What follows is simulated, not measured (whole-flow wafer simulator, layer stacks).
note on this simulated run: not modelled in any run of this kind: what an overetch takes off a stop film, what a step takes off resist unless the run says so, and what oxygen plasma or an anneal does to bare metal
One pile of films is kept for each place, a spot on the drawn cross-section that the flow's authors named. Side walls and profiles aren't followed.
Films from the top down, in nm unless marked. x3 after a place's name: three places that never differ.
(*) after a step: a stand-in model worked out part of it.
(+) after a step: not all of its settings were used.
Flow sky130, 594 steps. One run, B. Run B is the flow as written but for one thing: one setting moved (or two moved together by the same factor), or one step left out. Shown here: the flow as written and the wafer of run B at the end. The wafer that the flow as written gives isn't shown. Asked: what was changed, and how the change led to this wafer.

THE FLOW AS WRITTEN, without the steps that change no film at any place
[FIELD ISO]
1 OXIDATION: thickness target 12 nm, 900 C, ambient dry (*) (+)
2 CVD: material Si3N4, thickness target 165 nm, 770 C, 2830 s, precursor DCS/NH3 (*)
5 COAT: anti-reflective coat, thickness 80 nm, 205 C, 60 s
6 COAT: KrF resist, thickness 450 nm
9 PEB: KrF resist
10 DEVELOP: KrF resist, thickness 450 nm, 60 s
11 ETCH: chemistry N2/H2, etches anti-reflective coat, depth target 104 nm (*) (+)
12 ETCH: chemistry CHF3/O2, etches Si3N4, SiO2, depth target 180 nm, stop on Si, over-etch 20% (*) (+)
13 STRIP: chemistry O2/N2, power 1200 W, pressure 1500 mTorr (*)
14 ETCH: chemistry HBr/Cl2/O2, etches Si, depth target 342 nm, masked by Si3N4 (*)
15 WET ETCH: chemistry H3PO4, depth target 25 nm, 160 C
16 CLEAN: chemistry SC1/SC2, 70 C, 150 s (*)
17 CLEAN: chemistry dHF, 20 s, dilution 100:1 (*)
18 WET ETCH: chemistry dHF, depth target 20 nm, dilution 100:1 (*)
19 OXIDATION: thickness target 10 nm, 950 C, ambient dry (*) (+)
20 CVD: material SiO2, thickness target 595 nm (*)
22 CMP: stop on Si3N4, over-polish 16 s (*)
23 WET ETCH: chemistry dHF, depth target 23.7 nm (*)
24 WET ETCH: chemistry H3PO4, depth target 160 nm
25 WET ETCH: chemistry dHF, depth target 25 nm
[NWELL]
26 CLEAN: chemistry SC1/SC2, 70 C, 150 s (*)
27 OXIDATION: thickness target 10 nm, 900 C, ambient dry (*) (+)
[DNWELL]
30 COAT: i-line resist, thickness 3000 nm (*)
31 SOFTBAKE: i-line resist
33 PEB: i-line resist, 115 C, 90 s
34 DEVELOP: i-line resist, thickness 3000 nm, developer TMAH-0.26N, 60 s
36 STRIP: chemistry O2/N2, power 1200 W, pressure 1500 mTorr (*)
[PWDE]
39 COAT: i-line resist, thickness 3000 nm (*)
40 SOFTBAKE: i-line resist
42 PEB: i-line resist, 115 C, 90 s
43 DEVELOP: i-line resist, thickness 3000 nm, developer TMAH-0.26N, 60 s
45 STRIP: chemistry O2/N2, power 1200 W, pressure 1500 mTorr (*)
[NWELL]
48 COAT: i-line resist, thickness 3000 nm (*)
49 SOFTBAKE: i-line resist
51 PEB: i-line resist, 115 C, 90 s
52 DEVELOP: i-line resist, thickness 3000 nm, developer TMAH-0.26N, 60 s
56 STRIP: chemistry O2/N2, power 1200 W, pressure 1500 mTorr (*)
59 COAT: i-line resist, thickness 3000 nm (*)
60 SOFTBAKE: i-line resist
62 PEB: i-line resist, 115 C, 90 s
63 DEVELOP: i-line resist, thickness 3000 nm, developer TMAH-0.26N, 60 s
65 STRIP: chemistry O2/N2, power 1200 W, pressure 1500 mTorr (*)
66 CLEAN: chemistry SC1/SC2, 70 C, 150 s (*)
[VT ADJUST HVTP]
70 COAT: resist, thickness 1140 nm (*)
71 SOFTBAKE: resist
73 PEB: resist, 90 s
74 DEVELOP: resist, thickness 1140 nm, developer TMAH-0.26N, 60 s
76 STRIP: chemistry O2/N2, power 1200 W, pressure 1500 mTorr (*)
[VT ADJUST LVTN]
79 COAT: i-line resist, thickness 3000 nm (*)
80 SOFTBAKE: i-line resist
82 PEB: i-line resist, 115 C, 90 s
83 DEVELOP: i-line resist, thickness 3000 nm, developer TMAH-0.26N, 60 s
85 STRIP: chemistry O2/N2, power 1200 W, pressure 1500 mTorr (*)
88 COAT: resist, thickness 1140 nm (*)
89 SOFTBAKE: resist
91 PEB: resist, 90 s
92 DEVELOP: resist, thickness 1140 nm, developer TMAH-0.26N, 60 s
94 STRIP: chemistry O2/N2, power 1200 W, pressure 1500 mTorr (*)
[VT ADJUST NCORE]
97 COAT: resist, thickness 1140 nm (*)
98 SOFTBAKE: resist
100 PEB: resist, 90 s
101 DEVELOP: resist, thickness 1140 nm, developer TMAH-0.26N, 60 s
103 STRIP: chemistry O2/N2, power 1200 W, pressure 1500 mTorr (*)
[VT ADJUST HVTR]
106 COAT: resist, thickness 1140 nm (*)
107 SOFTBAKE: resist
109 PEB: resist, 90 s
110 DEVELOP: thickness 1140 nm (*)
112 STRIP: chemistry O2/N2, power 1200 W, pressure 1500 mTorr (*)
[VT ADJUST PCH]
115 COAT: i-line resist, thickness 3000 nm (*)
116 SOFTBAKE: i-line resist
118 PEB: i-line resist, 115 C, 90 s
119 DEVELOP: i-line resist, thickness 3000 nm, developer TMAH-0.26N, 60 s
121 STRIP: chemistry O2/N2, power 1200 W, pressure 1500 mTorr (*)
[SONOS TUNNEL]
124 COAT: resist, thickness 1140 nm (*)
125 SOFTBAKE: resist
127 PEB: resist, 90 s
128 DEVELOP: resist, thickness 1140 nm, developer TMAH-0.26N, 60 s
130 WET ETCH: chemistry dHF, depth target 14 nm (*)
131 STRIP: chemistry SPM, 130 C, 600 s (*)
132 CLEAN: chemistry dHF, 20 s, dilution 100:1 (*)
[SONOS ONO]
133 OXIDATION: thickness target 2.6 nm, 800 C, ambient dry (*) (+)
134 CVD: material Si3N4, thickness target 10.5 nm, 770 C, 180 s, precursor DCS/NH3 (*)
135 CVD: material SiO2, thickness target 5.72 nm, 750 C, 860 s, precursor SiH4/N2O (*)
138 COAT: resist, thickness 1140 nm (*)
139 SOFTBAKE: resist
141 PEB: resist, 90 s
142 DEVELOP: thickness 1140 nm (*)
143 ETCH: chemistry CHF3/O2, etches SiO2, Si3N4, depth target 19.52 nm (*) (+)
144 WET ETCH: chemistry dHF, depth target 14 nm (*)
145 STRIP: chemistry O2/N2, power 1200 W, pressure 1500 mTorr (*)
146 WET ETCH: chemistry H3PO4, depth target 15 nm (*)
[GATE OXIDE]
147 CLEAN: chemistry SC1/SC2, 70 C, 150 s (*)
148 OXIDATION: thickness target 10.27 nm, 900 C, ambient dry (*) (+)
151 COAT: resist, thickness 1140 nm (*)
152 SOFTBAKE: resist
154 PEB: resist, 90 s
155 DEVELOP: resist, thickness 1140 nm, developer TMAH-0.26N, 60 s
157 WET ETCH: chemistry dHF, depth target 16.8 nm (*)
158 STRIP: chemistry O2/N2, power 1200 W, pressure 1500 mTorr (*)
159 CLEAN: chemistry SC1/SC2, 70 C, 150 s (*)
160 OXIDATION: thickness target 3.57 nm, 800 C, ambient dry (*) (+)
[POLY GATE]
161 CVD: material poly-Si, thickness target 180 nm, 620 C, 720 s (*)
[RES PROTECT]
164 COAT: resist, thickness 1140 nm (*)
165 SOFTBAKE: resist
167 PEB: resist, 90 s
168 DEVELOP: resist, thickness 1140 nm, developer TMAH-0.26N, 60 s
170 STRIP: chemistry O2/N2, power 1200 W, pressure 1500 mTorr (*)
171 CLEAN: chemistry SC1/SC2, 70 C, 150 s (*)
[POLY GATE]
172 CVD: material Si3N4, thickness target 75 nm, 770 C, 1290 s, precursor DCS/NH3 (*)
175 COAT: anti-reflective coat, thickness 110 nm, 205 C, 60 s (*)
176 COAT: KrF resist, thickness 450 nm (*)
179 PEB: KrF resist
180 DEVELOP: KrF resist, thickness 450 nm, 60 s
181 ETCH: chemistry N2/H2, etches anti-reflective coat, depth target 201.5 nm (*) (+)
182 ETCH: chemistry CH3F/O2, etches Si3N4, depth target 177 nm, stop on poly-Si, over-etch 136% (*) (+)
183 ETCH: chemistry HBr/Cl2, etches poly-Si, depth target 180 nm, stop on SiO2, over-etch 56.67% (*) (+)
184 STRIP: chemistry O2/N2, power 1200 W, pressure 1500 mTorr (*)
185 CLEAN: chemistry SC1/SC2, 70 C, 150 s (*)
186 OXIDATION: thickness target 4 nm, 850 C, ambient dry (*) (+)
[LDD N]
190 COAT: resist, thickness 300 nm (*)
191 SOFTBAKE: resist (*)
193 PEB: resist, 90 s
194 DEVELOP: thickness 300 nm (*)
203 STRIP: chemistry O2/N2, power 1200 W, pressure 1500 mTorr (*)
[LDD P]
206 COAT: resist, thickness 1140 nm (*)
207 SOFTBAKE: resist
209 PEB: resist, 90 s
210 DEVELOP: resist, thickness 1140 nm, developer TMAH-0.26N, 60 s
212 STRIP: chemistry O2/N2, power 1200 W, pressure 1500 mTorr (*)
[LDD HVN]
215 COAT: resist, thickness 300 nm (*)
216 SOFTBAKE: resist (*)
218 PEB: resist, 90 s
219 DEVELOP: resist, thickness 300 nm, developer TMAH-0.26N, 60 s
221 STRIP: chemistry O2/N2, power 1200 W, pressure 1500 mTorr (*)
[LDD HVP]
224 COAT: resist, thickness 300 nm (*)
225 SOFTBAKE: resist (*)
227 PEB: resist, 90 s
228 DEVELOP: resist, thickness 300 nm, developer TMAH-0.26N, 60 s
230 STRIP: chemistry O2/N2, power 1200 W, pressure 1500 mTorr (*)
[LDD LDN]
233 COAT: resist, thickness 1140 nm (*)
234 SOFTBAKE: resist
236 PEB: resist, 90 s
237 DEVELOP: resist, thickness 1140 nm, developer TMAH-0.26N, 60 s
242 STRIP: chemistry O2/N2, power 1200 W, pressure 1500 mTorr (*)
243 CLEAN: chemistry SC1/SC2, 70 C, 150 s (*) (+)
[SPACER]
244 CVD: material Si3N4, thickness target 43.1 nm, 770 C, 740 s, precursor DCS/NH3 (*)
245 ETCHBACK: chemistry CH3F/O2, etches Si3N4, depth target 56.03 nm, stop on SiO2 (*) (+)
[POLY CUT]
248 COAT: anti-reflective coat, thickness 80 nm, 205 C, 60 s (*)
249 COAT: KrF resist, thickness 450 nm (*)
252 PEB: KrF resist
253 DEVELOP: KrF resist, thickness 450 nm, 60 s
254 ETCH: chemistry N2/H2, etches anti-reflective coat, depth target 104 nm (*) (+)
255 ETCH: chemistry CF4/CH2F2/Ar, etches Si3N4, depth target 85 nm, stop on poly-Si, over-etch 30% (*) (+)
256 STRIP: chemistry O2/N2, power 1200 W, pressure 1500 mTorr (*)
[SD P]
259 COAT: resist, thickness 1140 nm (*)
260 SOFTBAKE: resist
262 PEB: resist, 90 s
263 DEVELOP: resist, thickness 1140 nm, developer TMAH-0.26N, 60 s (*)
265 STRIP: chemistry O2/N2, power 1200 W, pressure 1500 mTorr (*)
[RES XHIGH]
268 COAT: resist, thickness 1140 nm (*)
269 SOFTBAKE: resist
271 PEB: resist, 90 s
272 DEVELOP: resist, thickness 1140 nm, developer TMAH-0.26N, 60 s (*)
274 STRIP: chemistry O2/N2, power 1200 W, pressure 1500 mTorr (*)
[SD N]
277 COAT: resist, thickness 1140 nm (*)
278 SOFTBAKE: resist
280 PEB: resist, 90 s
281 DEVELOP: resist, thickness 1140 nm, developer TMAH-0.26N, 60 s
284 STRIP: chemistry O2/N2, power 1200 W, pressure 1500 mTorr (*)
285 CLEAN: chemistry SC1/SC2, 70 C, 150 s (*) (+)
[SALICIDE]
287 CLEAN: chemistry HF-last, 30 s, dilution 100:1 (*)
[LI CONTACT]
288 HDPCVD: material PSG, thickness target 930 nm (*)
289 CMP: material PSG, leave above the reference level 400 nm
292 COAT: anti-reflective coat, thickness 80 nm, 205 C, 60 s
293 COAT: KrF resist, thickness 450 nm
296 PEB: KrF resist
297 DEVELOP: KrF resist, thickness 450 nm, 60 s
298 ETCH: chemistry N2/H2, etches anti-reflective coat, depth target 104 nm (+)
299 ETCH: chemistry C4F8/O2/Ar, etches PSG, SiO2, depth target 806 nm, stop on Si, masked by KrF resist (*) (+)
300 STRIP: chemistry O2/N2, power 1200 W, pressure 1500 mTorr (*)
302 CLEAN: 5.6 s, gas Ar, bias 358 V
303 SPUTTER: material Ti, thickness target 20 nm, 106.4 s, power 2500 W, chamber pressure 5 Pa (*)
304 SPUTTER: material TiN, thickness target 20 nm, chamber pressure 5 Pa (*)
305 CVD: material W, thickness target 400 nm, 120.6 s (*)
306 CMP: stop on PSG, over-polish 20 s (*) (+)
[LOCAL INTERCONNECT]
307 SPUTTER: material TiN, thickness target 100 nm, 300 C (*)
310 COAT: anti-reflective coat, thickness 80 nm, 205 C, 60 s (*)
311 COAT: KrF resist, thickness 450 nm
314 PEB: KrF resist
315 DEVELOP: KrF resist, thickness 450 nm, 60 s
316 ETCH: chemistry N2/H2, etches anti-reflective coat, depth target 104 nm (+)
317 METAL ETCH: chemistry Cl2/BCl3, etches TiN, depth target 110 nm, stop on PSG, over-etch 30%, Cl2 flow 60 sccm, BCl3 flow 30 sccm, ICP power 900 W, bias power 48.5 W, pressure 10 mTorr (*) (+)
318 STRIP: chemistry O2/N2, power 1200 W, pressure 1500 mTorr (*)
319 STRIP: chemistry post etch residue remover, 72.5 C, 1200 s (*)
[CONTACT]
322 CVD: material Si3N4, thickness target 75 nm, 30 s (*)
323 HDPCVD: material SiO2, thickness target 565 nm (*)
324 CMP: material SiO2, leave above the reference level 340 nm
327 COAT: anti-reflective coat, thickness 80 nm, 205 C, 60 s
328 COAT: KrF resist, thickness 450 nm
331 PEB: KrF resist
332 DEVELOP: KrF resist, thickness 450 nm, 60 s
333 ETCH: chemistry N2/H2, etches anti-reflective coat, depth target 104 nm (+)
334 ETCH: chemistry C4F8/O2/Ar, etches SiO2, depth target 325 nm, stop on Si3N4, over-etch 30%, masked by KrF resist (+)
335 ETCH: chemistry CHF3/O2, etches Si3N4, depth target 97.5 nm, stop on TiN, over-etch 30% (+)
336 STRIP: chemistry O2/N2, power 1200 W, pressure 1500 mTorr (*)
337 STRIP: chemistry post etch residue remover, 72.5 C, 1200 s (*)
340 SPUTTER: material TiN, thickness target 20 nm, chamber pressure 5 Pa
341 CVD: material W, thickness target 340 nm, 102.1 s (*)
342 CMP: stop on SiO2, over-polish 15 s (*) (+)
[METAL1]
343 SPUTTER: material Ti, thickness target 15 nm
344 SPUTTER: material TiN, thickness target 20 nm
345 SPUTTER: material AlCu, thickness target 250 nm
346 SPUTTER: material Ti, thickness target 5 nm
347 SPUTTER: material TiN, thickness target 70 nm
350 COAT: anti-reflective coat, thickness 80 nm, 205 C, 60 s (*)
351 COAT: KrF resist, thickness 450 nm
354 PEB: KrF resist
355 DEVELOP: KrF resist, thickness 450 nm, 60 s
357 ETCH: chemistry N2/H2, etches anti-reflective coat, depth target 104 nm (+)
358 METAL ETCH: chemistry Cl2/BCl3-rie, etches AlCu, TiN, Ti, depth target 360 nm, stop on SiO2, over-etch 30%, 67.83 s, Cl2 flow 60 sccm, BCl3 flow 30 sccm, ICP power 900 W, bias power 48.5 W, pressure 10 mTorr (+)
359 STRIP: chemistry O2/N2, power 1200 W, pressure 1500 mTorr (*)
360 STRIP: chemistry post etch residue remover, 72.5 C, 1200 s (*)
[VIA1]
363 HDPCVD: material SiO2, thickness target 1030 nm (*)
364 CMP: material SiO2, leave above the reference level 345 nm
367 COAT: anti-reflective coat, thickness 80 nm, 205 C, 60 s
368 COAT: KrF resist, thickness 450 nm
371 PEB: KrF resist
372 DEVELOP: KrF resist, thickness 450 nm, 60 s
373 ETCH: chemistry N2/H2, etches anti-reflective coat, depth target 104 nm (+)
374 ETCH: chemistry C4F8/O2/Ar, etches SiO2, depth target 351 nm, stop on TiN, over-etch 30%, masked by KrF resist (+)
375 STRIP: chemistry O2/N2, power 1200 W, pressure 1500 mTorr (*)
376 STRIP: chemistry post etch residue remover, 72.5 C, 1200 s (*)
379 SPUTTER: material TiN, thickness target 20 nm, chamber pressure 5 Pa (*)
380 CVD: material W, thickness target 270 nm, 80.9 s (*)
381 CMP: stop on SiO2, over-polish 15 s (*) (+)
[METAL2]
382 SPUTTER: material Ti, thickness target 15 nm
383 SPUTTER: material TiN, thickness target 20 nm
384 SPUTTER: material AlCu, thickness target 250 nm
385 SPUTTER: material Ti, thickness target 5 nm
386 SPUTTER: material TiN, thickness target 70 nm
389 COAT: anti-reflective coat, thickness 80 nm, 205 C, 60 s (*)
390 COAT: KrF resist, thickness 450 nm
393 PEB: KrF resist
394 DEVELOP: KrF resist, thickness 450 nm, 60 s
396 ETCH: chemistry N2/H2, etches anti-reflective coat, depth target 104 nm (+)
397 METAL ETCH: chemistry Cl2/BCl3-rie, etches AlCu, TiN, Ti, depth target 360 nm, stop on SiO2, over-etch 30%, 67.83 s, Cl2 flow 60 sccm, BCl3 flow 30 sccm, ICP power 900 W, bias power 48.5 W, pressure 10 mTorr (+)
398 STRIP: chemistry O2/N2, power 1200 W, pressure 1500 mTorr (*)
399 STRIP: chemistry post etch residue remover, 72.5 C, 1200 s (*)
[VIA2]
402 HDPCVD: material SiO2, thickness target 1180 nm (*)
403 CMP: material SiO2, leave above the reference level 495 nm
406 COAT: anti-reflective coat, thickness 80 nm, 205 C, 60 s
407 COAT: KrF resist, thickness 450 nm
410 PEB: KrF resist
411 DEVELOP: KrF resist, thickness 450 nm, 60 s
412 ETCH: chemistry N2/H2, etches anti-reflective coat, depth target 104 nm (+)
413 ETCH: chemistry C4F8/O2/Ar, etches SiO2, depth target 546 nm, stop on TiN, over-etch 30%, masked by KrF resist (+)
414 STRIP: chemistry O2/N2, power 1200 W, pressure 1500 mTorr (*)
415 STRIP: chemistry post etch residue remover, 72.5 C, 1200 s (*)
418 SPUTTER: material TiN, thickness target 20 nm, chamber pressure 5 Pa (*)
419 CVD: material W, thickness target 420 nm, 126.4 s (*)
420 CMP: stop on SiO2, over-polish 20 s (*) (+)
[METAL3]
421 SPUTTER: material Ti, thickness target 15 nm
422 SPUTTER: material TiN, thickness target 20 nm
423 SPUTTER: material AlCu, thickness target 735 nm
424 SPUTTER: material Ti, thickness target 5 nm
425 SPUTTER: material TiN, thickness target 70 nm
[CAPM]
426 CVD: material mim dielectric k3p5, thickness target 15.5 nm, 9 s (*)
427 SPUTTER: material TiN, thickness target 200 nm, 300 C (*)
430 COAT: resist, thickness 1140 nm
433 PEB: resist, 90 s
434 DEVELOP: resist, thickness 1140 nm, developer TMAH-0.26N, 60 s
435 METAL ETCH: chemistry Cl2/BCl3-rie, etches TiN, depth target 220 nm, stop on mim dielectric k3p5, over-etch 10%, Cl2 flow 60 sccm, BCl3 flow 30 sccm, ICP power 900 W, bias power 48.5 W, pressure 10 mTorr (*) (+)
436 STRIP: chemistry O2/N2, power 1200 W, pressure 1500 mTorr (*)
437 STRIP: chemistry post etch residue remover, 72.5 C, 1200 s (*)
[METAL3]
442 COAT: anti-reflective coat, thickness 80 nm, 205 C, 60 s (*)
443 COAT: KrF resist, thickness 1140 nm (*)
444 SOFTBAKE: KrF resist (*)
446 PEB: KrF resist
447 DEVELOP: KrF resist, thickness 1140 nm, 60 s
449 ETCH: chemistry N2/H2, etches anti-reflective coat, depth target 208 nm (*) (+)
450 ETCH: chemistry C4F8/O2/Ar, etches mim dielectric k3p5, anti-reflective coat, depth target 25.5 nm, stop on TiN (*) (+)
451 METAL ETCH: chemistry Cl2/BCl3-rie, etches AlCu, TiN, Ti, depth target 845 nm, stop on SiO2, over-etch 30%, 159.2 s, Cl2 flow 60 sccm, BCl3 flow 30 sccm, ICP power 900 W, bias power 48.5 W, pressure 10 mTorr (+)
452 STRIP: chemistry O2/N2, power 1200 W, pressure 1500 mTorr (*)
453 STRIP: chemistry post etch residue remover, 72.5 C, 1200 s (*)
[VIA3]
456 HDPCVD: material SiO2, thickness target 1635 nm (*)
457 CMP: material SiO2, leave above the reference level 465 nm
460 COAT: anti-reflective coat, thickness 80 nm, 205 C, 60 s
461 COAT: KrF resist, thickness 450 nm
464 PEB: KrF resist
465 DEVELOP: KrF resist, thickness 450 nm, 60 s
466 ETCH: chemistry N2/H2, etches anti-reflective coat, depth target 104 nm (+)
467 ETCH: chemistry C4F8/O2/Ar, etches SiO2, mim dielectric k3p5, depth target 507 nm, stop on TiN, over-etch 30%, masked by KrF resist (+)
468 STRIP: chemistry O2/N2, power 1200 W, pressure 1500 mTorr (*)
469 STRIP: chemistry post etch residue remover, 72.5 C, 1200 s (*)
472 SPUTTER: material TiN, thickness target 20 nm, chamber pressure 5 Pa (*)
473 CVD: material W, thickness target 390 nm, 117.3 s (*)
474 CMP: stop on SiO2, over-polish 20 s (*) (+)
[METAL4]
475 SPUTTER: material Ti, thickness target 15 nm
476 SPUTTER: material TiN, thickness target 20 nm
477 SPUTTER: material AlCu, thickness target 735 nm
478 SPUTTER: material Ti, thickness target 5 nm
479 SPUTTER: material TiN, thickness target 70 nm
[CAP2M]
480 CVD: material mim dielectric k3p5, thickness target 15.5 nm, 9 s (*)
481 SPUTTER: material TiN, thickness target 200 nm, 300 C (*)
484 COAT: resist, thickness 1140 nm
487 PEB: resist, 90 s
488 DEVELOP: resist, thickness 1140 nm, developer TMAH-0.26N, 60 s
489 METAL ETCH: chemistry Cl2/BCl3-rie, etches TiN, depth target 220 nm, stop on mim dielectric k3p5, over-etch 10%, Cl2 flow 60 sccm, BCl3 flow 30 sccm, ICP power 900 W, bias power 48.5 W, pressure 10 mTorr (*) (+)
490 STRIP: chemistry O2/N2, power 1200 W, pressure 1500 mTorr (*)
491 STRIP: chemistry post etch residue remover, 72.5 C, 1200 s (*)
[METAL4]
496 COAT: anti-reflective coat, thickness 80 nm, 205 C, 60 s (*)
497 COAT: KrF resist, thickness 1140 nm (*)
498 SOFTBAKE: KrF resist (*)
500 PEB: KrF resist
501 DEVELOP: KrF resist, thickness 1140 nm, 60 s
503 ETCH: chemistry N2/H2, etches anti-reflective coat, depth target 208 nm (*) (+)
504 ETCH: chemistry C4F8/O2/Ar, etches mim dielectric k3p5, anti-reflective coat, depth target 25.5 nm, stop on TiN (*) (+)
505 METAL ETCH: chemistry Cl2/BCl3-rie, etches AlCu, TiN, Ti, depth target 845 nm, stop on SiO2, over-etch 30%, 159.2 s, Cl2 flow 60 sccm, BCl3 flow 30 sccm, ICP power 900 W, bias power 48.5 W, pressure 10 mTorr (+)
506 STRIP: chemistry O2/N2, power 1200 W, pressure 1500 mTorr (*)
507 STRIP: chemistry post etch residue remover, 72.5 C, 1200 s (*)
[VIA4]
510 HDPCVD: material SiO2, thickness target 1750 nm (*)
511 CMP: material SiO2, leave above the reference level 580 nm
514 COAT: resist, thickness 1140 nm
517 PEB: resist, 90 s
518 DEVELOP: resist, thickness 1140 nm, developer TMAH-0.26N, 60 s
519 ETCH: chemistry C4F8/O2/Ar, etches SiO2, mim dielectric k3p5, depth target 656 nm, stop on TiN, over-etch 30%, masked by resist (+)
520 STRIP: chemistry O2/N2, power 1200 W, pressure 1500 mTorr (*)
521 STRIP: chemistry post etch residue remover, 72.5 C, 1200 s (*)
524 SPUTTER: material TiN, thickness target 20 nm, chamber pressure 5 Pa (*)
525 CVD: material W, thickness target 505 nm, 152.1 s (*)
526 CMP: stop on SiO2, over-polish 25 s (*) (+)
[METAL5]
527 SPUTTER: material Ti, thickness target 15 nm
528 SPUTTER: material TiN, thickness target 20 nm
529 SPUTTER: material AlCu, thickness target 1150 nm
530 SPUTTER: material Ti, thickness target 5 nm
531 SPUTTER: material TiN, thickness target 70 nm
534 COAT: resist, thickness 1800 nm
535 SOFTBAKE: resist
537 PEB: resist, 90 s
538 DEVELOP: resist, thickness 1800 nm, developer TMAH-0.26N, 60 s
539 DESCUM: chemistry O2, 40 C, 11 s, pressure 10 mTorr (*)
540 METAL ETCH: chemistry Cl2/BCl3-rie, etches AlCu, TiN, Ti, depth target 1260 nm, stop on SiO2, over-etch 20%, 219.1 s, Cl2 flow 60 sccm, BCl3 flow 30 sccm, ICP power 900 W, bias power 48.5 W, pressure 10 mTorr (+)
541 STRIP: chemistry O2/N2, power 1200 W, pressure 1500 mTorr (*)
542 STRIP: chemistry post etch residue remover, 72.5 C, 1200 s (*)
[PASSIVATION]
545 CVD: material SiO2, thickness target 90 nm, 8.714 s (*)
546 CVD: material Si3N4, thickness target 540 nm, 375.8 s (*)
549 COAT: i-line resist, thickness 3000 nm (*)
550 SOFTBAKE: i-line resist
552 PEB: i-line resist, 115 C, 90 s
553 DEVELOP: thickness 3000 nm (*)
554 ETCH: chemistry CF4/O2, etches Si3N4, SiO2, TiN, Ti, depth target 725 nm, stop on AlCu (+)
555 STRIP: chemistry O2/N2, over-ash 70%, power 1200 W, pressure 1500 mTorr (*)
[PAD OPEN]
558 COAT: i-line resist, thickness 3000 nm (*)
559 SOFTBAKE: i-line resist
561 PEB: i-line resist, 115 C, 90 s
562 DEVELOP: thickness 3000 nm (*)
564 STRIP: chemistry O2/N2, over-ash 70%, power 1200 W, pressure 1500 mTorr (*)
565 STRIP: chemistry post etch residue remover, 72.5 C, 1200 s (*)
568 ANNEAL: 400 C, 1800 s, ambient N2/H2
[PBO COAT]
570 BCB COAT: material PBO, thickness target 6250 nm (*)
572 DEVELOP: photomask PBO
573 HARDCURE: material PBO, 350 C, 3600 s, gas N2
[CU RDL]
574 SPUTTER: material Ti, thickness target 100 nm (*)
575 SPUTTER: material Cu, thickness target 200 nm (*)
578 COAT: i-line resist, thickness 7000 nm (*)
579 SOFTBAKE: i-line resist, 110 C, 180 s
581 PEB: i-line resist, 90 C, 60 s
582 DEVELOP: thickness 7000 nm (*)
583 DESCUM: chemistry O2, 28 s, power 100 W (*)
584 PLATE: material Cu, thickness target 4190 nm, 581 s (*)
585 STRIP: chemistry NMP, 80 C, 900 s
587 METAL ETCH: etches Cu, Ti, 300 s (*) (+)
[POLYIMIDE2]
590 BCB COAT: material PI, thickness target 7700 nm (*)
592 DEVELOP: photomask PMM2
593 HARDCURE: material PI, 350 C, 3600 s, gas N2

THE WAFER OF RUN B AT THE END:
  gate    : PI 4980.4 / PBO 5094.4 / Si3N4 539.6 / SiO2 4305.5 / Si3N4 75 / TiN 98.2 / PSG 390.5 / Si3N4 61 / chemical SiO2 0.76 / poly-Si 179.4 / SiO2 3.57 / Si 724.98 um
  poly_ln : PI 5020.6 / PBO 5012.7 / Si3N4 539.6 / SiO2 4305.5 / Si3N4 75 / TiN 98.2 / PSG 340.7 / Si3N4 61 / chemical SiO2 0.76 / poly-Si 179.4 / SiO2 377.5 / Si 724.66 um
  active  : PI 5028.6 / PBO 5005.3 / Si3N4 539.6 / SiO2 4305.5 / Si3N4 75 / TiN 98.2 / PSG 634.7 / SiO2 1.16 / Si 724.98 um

The cause: step 317, METAL ETCH: chemistry Cl2/BCl3, etches TiN, depth target 110 nm, stop on PSG, over-etch 30%, Cl2 flow 60 sccm, BCl3 flow 30 sccm, ICP power 900 W, bias power 48.5 W, pressure 10 mTorr (*) (+), was left out.

How the change led to this, step by step:
  318 STRIP: chemistry O2/N2, power 1200 W, pressure 1500 mTorr (*)
      n_well, p_well, gate_hv and 93 more: KrF resist -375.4 (all of it), anti-reflective coat -80 (all of it) (as written it would be: KrF resist -331.4 (all of it), anti-reflective coat -80 (all of it))
      poly_licon, rpo_hd_licon: KrF resist -375.5 (all of it), anti-reflective coat -80.4 (all of it) (as written it would be: KrF resist -331.5 (all of it), anti-reflective coat -80.4 (all of it))
      (and at 2 more places)
  324 CMP: material SiO2, leave above the reference level 340 nm
      field, active, gate and 88 more: SiO2 -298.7 (as written it would be: SiO2 -200.4)
Counting metal films that touch as one body, gate has 1 body; the flow as written gives 0 bodies.
Counting metal films that touch as one body, poly_ln has 1 body; the flow as written gives 0 bodies.
Counting metal films that touch as one body, active has 1 body; the flow as written gives 0 bodies.
